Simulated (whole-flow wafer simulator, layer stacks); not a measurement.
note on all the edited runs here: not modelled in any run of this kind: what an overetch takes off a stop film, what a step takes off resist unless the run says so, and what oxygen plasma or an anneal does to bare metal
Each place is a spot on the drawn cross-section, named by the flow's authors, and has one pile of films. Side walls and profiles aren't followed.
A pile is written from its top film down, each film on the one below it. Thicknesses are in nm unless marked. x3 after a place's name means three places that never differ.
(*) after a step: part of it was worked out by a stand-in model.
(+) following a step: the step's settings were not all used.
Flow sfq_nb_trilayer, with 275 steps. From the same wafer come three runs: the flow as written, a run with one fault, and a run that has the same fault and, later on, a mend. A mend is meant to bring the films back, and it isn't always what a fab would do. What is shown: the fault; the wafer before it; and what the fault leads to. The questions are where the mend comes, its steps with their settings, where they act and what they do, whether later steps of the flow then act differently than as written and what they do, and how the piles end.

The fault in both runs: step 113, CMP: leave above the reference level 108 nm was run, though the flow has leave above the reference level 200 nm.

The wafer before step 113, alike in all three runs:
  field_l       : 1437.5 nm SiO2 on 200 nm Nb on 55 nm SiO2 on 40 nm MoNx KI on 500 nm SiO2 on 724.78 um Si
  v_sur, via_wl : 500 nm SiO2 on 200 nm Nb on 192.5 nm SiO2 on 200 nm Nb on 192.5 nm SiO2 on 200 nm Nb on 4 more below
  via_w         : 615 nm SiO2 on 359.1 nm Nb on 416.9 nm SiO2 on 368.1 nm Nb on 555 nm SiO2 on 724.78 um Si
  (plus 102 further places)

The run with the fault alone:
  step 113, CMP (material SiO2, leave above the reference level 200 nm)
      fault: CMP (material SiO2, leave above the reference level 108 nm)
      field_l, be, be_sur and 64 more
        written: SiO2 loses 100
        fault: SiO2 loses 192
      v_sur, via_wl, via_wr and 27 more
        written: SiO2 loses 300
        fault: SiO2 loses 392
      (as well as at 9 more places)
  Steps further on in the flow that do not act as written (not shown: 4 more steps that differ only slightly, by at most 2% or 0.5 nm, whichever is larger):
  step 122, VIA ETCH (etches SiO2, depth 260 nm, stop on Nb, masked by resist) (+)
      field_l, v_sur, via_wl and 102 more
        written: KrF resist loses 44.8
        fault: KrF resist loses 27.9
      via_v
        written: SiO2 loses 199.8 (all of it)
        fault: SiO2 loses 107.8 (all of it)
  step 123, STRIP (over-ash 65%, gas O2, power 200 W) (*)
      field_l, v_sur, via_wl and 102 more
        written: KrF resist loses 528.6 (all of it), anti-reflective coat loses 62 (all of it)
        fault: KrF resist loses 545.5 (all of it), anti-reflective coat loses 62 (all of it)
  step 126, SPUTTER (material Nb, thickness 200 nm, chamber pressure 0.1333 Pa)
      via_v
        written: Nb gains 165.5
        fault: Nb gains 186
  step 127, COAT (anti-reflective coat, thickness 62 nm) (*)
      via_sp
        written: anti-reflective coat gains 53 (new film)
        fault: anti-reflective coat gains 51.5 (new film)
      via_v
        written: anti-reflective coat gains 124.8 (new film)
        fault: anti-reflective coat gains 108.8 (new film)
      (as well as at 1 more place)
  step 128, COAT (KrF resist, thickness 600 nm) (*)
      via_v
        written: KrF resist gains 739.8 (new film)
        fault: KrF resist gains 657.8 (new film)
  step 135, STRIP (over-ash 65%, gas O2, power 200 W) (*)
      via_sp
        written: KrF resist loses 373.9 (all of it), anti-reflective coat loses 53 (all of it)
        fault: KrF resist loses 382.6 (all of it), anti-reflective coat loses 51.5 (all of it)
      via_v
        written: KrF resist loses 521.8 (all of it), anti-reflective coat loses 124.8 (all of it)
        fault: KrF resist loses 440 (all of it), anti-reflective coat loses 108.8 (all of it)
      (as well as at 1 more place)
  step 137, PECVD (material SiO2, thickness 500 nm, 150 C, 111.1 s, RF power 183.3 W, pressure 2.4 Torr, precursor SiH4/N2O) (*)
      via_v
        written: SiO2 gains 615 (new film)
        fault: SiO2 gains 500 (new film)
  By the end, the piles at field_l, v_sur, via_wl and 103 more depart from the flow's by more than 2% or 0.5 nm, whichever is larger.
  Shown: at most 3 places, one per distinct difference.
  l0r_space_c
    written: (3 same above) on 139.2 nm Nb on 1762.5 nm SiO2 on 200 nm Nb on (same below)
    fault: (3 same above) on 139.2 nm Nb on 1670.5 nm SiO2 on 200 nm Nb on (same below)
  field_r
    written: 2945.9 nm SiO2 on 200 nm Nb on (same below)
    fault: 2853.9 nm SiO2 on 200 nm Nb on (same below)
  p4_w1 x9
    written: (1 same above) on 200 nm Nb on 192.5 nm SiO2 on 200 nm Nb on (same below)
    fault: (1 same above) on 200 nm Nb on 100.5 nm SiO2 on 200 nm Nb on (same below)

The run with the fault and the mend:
  The mend follows step 120.
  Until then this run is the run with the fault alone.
  step 120a, STRIP (over-ash 65%, gas O2, power 200 W) (*)
      field_l, v_sur, via_wl and 102 more
        KrF resist loses 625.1 (all of it), anti-reflective coat loses 62 (all of it)
      via_v
        anti-reflective coat loses 62 (all of it)
  step 120b, PECVD (material SiO2, thickness 92 nm, 150 C, 20.44 s, RF power 183.3 W, pressure 2.4 Torr, precursor SiH4/N2O) (a further turn of the flow's step 112, with different settings)
      field_l, v_sur, via_wl and 103 more
        SiO2 gains 92
  step 120c, COAT (anti-reflective coat, thickness 62 nm) (a further turn of the flow's step 115)
      field_l, v_sur, via_wl and 103 more
        anti-reflective coat gains 62 (new film)
  step 120d, COAT (KrF resist, thickness 650 nm) (a further turn of the flow's step 116)
      field_l, v_sur, via_wl and 103 more
        KrF resist gains 650 (new film)
  step 120e, SOFTBAKE (KrF resist) (a further turn of the flow's step 117)
      alters no film at any place that is followed
  step 120f, EXPOSE (photomask I3, dose 11.91 mJ/cm2, NA 0.6, wavelength 248 nm) (*) (a further turn of the flow's step 118)
      alters no film at any place that is followed
  step 120g, PEB (KrF resist, 90 s) (a further turn of the flow's step 119)
      field_l, v_sur, via_wl and 103 more
        KrF resist loses 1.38
  step 120h, DEVELOP (KrF resist, thickness 650 nm, 60 s) (a further turn of the flow's step 120)
      field_l, v_sur, via_wl and 102 more
        KrF resist loses 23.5
      via_v
        KrF resist loses 648.6 (all of it)
  Every later step of the flow that is run acts as written at every place that is followed.
  The piles end the same as the flow's at every place that both follow.
